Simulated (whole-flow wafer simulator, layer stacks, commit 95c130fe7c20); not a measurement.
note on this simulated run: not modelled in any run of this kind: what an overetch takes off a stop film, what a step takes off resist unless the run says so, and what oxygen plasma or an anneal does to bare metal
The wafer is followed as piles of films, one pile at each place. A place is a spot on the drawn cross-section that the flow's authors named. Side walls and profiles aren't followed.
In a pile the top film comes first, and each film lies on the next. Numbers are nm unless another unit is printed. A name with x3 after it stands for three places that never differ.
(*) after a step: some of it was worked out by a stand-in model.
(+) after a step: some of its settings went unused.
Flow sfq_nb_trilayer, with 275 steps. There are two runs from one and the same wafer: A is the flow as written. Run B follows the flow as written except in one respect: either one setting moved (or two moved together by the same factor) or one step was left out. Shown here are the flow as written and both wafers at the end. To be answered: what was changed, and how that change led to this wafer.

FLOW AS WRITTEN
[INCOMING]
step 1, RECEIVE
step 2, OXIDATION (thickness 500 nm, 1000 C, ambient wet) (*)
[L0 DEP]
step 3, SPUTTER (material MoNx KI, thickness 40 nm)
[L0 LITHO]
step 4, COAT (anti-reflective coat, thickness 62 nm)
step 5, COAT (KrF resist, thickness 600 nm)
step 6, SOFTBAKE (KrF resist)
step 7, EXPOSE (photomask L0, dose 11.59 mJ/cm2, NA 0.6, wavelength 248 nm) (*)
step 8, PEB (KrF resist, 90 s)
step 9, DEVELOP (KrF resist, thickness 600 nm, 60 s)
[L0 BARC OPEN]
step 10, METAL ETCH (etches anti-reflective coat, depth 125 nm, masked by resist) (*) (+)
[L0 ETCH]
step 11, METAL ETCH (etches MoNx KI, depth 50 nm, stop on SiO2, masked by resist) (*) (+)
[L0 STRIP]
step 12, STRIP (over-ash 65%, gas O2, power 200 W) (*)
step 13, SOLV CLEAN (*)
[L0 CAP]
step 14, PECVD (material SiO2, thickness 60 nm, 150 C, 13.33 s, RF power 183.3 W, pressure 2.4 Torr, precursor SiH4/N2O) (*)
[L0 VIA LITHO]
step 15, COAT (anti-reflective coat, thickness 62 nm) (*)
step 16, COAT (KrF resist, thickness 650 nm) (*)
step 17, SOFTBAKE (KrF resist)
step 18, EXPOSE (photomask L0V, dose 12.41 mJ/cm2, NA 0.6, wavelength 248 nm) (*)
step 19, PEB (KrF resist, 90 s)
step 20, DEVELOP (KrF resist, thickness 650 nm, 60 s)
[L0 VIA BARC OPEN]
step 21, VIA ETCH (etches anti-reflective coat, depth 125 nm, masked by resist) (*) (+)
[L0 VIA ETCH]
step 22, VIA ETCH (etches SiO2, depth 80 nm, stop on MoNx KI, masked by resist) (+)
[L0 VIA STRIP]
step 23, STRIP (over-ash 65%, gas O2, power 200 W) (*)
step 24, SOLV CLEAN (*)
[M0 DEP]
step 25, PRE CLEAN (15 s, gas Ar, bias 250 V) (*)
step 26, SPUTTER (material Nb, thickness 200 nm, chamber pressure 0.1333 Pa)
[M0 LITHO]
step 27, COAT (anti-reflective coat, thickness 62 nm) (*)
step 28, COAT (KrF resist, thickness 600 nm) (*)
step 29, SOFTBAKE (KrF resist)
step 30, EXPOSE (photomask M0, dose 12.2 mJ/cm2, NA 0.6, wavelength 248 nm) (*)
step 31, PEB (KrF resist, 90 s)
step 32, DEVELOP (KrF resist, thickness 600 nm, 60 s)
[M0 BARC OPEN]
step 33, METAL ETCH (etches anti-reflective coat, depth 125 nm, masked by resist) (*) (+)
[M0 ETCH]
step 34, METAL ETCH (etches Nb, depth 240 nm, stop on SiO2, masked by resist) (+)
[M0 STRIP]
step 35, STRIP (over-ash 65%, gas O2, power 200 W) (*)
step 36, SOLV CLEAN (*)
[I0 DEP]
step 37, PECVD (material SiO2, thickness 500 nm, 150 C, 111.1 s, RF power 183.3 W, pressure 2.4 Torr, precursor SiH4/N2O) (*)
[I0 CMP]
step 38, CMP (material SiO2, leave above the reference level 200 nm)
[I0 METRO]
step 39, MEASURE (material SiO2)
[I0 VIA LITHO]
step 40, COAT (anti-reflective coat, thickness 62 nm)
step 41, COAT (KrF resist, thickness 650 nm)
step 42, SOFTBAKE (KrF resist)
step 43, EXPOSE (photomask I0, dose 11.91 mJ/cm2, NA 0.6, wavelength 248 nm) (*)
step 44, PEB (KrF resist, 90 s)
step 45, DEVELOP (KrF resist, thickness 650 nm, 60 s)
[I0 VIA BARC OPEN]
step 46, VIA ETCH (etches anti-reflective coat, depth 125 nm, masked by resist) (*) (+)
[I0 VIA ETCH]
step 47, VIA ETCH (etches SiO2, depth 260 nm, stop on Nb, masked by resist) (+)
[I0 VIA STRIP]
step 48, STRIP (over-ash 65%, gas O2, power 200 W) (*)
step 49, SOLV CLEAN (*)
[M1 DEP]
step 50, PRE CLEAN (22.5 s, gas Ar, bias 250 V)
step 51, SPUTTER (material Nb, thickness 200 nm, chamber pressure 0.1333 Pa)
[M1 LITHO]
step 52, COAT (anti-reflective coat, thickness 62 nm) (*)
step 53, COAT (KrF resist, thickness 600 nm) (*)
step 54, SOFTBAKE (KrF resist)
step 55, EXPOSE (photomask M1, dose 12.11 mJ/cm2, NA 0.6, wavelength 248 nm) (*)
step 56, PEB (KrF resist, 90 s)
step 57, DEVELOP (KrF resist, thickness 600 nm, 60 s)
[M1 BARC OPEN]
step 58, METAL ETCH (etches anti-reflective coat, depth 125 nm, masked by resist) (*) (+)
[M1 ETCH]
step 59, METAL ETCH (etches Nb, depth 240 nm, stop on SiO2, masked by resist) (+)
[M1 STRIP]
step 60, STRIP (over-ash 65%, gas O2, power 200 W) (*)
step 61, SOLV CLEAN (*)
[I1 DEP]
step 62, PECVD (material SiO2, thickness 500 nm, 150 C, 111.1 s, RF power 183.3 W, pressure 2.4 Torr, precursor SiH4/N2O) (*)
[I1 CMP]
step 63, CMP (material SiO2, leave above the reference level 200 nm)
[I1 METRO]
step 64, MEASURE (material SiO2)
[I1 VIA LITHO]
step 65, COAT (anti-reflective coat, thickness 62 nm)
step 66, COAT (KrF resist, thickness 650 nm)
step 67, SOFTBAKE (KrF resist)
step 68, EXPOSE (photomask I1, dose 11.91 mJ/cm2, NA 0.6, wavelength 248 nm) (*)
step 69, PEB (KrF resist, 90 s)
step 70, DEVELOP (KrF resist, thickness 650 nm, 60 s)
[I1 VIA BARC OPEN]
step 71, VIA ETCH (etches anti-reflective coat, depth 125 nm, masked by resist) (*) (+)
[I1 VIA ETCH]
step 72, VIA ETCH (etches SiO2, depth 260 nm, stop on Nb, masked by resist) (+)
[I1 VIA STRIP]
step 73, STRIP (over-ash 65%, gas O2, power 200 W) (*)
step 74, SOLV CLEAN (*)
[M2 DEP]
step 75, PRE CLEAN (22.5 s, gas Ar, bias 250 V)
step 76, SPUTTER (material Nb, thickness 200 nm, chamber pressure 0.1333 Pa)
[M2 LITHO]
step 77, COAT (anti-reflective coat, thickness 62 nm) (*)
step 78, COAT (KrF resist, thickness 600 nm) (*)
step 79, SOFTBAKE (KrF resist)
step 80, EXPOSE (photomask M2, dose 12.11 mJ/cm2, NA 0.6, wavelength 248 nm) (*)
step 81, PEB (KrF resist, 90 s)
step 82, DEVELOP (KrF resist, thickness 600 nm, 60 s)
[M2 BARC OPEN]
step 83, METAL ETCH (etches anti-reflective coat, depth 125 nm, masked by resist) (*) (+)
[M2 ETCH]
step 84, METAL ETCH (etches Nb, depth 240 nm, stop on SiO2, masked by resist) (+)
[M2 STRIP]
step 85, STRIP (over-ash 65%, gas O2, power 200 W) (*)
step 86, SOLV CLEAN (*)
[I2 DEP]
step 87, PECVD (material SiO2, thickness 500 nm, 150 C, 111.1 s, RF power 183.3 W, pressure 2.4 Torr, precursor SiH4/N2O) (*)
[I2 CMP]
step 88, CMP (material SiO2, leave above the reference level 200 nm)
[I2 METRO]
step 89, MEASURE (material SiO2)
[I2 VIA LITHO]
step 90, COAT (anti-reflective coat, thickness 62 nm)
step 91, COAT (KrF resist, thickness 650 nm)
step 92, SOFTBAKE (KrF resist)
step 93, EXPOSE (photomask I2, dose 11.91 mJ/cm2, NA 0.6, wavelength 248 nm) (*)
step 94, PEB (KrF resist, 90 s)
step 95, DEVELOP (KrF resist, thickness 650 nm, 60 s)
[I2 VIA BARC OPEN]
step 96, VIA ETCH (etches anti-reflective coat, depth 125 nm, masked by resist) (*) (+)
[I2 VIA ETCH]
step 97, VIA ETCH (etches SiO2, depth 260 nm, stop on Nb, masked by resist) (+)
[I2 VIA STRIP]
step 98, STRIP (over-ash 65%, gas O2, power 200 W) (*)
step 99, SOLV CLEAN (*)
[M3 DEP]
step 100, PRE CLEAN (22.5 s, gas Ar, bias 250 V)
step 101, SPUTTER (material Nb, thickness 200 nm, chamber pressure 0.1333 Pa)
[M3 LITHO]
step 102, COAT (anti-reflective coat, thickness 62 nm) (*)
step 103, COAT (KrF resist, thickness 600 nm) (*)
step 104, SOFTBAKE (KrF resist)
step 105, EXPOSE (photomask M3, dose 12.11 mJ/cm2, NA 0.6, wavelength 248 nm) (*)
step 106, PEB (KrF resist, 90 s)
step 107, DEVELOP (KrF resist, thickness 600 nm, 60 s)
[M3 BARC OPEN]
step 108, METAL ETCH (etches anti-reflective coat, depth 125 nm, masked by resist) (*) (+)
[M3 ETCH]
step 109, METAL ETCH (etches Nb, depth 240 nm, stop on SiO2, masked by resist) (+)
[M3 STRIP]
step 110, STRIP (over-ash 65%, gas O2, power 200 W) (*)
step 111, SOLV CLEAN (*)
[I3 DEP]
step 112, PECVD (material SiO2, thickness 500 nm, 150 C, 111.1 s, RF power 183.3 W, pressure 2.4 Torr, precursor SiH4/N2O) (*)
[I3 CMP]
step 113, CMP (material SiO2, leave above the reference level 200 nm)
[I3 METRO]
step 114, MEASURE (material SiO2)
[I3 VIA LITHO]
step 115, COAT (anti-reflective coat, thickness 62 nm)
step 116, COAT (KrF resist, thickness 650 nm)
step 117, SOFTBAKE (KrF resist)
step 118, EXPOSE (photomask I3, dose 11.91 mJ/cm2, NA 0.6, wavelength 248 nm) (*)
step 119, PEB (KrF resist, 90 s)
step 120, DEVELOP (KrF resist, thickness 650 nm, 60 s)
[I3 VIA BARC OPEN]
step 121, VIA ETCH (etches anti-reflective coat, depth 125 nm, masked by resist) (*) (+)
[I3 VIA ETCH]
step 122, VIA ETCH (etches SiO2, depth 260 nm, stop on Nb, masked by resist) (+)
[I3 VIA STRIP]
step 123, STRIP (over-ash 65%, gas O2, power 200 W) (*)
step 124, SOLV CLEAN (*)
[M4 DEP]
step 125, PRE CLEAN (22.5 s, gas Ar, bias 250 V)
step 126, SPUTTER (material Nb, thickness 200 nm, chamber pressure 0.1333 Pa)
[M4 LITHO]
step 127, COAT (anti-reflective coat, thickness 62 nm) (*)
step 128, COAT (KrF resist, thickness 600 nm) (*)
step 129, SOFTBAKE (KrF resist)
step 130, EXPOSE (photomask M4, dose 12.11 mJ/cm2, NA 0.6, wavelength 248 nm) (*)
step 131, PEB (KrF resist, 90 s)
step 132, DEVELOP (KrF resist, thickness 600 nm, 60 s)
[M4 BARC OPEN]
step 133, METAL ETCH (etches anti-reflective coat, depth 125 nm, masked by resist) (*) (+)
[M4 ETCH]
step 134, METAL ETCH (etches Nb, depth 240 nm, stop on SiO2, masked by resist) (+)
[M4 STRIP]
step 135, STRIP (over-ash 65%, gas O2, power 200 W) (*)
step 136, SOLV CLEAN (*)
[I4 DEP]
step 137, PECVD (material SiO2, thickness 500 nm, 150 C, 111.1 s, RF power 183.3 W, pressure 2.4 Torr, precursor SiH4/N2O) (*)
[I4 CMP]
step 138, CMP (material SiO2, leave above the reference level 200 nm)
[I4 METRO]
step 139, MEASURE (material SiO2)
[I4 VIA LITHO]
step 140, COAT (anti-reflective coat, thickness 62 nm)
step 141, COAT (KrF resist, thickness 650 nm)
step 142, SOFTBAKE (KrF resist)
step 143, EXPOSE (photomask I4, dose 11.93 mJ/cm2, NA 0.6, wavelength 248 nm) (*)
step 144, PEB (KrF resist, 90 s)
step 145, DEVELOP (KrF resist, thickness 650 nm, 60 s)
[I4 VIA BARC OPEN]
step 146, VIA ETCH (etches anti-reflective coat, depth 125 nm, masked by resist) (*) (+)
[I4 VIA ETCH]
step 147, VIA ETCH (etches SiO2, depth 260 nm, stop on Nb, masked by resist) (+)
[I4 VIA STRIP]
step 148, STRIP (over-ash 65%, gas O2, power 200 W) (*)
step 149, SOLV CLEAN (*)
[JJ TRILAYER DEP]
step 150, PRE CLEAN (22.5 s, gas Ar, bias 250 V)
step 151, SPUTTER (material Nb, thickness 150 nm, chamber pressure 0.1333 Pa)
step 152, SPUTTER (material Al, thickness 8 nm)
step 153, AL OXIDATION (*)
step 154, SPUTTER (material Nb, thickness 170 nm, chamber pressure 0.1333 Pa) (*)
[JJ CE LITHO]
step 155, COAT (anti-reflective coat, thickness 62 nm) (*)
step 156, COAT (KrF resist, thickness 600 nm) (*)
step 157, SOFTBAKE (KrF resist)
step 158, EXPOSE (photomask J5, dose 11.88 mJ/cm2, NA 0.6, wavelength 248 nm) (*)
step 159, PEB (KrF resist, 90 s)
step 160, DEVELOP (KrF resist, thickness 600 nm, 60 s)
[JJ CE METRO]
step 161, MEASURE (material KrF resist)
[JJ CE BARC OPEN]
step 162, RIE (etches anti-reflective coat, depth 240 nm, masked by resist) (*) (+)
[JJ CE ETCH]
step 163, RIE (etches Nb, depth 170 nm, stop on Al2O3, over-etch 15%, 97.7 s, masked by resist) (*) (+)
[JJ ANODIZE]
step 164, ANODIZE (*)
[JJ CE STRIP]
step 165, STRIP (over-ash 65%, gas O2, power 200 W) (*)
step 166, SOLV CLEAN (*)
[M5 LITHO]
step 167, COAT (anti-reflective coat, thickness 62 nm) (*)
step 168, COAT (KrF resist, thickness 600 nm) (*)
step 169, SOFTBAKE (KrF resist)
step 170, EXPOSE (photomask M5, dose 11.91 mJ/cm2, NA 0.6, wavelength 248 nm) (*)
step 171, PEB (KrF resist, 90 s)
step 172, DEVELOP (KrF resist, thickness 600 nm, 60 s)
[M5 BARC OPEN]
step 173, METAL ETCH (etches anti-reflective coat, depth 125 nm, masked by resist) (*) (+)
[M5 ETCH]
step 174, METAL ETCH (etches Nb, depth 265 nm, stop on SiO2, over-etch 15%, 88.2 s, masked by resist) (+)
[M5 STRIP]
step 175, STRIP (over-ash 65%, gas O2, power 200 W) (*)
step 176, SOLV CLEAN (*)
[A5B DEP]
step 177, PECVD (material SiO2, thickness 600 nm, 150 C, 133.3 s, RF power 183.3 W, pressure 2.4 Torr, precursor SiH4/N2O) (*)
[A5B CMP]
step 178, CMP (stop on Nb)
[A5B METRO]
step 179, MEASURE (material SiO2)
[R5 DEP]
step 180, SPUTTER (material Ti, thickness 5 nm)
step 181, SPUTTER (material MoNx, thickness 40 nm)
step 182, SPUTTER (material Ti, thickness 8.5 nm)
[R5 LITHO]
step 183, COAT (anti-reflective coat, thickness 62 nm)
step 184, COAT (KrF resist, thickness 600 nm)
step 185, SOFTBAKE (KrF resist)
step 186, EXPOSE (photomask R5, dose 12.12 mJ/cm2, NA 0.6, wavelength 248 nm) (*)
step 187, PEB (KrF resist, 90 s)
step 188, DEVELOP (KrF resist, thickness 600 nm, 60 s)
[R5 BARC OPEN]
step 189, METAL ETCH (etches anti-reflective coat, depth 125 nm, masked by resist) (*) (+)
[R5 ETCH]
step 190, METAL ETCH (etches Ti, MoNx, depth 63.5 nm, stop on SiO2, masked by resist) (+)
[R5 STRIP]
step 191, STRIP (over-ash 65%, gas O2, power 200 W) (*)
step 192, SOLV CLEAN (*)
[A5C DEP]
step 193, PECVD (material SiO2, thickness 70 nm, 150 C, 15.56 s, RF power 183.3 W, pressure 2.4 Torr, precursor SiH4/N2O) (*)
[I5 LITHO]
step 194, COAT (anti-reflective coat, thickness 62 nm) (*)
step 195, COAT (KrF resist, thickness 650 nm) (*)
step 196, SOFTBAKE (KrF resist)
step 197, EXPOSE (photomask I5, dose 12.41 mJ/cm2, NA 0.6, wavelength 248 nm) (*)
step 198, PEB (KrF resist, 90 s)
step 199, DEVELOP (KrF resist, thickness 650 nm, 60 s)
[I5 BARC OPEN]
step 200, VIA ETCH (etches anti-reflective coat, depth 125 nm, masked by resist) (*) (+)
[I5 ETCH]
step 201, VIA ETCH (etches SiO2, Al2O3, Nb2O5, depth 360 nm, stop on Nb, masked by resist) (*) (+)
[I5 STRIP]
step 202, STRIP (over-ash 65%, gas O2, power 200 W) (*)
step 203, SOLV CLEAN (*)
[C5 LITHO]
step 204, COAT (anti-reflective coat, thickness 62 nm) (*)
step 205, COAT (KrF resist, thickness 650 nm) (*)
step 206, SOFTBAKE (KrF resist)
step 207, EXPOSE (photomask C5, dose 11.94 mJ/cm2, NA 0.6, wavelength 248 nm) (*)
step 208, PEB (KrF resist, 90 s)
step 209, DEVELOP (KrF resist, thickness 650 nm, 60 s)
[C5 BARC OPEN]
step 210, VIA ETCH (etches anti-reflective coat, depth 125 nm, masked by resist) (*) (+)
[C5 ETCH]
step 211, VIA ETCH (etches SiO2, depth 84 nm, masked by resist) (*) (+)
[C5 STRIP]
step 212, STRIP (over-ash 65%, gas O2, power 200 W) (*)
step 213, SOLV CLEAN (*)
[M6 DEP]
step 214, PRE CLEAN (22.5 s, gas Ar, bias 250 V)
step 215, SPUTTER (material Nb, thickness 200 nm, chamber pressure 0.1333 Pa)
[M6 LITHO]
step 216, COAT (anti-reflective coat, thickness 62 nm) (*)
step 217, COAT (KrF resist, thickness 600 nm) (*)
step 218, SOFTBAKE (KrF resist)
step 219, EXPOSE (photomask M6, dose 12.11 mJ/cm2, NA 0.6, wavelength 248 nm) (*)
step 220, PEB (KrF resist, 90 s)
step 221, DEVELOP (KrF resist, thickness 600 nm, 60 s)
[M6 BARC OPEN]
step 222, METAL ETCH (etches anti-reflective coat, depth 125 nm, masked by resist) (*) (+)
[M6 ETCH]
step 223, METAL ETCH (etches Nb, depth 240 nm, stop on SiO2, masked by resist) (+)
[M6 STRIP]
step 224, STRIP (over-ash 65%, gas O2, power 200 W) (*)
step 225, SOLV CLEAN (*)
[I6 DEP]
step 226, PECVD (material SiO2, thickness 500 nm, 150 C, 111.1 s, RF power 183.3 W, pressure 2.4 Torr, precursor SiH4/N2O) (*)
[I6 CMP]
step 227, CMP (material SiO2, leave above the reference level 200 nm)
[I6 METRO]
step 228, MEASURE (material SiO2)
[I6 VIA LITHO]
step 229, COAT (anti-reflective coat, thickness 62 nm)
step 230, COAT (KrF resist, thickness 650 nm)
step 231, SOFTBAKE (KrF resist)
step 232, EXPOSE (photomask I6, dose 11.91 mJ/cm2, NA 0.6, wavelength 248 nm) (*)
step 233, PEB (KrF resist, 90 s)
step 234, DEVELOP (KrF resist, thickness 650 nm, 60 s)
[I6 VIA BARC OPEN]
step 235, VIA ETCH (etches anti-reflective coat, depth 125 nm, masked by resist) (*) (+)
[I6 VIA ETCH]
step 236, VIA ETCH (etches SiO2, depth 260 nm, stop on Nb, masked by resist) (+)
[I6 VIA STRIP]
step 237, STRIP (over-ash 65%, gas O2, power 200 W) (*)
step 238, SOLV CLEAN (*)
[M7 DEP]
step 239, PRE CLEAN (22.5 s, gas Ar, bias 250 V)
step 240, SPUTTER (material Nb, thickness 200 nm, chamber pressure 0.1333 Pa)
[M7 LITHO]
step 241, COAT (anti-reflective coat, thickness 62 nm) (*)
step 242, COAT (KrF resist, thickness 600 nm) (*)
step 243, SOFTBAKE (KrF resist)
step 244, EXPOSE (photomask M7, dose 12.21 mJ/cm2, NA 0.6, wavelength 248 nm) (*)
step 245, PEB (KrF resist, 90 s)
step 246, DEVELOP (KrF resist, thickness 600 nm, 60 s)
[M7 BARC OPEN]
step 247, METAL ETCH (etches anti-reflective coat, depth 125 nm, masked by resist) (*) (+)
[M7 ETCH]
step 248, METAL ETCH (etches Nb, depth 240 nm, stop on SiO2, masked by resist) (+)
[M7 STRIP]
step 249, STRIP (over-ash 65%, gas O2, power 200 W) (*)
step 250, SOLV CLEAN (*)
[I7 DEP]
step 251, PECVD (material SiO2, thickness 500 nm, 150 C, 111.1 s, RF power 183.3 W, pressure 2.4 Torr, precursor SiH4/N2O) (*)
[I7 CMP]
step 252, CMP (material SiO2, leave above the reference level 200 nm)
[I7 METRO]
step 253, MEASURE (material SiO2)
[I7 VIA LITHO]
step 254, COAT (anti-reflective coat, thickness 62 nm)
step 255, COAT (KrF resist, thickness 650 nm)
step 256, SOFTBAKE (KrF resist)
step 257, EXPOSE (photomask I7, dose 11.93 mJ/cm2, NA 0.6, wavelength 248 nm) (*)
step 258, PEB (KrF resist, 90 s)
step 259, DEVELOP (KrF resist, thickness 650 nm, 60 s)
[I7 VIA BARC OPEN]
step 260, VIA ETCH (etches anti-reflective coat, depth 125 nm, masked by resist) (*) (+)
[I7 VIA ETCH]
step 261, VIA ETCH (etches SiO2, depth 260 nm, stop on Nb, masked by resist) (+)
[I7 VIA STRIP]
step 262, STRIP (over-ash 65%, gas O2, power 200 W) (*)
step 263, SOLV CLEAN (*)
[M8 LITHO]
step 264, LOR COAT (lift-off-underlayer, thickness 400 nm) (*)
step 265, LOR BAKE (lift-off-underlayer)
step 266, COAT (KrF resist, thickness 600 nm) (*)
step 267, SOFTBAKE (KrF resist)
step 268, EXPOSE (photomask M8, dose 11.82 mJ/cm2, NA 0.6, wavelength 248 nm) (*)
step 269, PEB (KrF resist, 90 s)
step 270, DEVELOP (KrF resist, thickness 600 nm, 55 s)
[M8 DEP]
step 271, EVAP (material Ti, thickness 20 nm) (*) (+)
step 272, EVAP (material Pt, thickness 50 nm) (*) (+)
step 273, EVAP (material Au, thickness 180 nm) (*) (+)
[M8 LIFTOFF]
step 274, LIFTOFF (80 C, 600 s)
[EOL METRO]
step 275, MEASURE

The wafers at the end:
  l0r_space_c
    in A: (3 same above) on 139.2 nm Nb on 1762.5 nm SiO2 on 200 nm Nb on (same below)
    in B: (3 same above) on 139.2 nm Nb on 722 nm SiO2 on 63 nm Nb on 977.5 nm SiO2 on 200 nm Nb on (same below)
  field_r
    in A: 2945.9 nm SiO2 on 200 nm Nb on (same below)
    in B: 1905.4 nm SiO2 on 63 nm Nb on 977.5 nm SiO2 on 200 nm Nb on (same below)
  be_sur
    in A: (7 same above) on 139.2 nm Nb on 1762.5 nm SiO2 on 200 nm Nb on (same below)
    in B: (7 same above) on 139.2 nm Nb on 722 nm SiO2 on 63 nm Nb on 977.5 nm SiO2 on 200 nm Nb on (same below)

The reason: step 109, METAL ETCH: depth 137 nm was run, whereas the flow has depth 240 nm.

How this came from the change, step by step:
  step 109, METAL ETCH (etches Nb, depth 240 nm, stop on SiO2, masked by resist) (+)
      field_l, be, be_sur and 72 more: A -200 Nb (all of it) | B -137 Nb
      v_sur, via_wl, via_w and 28 more: A -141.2 KrF resist | B -80.6 KrF resist
  step 110, STRIP (over-ash 65%, gas O2, power 200 W) (*)
      p4_w1, p4_w2, p4_w3 and 21 more: A -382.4 KrF resist (all of it), -62 anti-reflective coat (all of it) | B -443 KrF resist (all of it), -62 anti-reflective coat (all of it)
      via_wl, via_wr: A -384.2 KrF resist (all of it), -34.2 anti-reflective coat (all of it) | B -444.8 KrF resist (all of it), -34.2 anti-reflective coat (all of it)
      (as well as at 5 more places)
  step 112, PECVD (material SiO2, thickness 500 nm, 150 C, 111.1 s, RF power 183.3 W, pressure 2.4 Torr, precursor SiH4/N2O) (*)
      field_l, be, be_sur and 64 more: A +500 SiO2 | B +500 SiO2 (new film)
      p4_g1, p4_g2, p3_s0, p3_s1, p3_s2, p3_s3, p3_s4, p3_s5: A +557.1 SiO2 | B +500 SiO2 (new film)
  step 113, CMP (material SiO2, leave above the reference level 200 nm)
      field_l, be, be_sur and 64 more: A -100 SiO2 | B -163 SiO2
      p4_g1, p4_g2, p3_s0, p3_s1, p3_s2, p3_s3, p3_s4, p3_s5: A -157.1 SiO2 | B -163 SiO2
If metal films that touch count as one body, l0r_space_c has 3 bodies (between them, from the top down: SiO2 722; SiO2 977.5); the flow as written gives 2 bodies (between them, from the top down: SiO2 1762.5).
If metal films that touch count as one body, field_r has 2 bodies (between them, from the top down: SiO2 977.5); the flow as written gives 1 body.
If metal films that touch count as one body, be_sur has 5 bodies (between them, from the top down: SiO2 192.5; SiO2 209 / Al2O3 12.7 / Nb2O5 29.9; SiO2 722; SiO2 977.5); the flow as written gives 4 bodies (between them, from the top down: SiO2 192.5; SiO2 209 / Al2O3 12.7 / Nb2O5 29.9; SiO2 1762.5).
